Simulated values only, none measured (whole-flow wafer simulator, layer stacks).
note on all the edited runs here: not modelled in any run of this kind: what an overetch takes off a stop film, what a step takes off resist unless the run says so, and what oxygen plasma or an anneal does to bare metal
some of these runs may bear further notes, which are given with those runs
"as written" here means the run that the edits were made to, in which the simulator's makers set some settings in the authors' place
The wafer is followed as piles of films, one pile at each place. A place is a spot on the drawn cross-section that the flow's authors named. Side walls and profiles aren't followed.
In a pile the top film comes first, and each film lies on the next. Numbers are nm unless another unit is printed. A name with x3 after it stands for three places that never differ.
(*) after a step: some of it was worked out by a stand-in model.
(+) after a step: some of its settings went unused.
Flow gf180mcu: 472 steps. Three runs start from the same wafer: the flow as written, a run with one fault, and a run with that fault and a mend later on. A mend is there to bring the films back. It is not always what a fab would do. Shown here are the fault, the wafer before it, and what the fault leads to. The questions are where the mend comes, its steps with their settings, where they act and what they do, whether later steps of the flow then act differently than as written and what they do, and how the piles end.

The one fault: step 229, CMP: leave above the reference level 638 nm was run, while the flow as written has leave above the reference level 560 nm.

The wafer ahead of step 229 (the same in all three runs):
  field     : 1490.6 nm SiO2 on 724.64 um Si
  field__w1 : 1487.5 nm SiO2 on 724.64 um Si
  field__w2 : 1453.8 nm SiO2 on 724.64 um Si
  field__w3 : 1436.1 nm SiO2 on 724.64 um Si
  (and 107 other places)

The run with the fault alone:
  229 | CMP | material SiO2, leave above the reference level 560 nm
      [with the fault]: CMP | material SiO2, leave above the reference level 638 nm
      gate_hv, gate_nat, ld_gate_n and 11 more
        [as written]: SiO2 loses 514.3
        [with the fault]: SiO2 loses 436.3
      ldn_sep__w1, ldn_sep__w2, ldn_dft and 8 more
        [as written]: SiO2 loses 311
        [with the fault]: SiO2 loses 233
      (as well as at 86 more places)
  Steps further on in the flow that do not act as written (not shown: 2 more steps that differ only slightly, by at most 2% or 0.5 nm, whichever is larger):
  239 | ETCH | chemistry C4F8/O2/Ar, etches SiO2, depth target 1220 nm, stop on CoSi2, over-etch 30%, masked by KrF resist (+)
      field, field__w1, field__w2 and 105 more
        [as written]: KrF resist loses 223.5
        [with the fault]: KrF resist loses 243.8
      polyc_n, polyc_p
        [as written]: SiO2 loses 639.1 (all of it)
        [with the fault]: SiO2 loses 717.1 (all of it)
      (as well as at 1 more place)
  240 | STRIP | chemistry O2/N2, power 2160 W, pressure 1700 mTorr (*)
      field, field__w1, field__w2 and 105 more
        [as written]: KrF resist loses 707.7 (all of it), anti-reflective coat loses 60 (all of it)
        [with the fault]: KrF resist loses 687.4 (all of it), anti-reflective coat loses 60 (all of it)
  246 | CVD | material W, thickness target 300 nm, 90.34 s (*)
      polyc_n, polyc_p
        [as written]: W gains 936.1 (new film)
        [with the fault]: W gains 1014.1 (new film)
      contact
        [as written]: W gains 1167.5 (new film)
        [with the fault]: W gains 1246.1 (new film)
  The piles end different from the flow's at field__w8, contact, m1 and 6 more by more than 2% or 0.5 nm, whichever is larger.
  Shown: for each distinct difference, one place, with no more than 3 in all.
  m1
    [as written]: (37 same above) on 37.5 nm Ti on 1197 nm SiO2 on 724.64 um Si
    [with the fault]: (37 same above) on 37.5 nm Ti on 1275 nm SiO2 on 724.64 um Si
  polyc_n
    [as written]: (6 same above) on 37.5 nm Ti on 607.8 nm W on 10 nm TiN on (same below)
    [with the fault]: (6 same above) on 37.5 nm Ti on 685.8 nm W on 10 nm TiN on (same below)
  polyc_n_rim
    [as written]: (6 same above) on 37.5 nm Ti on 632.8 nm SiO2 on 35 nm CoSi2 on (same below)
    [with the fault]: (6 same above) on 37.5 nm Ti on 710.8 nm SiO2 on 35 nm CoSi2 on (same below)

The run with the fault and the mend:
  The mend follows step 237.
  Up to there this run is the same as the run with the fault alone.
  237a | STRIP | chemistry O2/N2, power 2160 W, pressure 1700 mTorr (*)
      field, field__w1, field__w2 and 105 more
        KrF resist loses 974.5 (all of it), anti-reflective coat loses 60 (all of it)
      contact, polyc_n, polyc_p
        anti-reflective coat loses 60 (all of it)
  237b | CMP | material SiO2, leave above the reference level 560 nm (the flow's step 229, run once more)
      field, field__w1, field__w2 and 108 more
        SiO2 loses 78
  237c | HMDS | 120 C, 60 s (the flow's step 231, run once more)
      alters no film at any place that is followed
  237d | COAT | anti-reflective coat, thickness 60 nm, 182 C, 71 s (the flow's step 232, run once more)
      field, field__w1, field__w2 and 108 more
        anti-reflective coat gains 60 (new film)
  237e | COAT | KrF resist, thickness 1000 nm (the flow's step 233, run once more)
      field, field__w1, field__w2 and 108 more
        KrF resist gains 1000 (new film)
  237f | SOFTBAKE | KrF resist (the flow's step 234, run once more)
      alters no film at any place that is followed
  237g | EXPOSE | photomask Contact (the flow's step 235, run once more)
      alters no film at any place that is followed
  237h | PEB | KrF resist, 135 C, 90 s (the flow's step 236, run once more)
      field, field__w1, field__w2 and 108 more
        KrF resist loses 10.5
  237i | DEVELOP | KrF resist, thickness 1000 nm, 60 s (the flow's step 237, run once more)
      field, field__w1, field__w2 and 105 more
        KrF resist loses 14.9
      contact, polyc_n, polyc_p
        KrF resist loses 989.5 (all of it)
  Every later step of the flow that is run acts as written at every place that is followed.
  The piles end the same as the flow's at every place that both follow.
